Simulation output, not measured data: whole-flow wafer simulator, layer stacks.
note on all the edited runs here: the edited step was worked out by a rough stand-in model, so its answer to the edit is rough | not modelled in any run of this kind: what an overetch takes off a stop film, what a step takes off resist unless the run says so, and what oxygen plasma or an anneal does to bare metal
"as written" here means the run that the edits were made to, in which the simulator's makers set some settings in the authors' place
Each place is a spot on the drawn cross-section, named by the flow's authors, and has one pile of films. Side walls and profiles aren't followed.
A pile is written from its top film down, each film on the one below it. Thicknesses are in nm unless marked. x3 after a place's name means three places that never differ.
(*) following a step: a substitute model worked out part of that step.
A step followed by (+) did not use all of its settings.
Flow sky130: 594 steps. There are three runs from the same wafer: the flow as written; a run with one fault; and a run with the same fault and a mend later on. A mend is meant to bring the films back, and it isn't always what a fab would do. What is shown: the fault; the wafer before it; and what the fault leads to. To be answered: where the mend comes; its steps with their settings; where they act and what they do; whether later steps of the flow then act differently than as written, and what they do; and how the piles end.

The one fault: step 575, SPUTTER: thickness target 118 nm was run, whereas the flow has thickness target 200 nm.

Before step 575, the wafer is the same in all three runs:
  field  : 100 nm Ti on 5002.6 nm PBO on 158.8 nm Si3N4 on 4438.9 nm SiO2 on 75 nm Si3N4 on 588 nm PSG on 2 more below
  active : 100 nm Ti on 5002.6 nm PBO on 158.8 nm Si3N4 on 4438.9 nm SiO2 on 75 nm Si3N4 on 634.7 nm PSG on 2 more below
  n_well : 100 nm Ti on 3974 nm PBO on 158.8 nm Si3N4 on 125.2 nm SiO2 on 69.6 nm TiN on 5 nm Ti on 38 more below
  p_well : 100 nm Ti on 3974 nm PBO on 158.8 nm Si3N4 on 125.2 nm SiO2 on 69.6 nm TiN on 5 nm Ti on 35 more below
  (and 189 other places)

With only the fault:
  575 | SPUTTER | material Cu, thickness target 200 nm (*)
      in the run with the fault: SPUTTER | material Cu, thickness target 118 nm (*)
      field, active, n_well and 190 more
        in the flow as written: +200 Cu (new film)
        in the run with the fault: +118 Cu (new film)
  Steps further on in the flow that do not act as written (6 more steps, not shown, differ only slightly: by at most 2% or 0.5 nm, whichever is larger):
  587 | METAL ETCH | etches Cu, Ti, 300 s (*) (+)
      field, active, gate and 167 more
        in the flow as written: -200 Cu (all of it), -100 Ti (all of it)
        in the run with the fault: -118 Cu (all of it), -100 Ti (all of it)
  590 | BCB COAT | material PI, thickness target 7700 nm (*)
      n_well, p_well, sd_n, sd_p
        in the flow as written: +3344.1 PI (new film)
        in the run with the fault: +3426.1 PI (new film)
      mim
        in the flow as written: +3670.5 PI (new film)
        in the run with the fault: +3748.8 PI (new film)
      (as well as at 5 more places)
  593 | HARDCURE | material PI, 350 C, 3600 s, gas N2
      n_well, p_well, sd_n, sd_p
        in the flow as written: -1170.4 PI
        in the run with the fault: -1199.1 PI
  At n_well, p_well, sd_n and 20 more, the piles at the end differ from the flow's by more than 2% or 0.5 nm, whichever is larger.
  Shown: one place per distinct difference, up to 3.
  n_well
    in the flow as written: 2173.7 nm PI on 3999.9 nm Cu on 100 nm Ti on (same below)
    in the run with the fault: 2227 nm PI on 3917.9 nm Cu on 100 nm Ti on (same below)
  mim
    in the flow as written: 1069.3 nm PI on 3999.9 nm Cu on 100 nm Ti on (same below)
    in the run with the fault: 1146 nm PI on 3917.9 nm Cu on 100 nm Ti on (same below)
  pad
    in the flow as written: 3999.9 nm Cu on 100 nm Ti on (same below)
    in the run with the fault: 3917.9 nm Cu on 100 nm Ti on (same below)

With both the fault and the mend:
  After step 575 comes the mend.
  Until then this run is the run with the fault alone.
  575a | SPUTTER | material Cu, thickness target 82 nm (*) (the flow's step 575, run once more with other settings)
      field, active, n_well and 190 more
        +82 Cu
  Later steps of the flow that are run all act as written at every place that is followed.
  At every place that both follow, the piles at the end match the flow's.
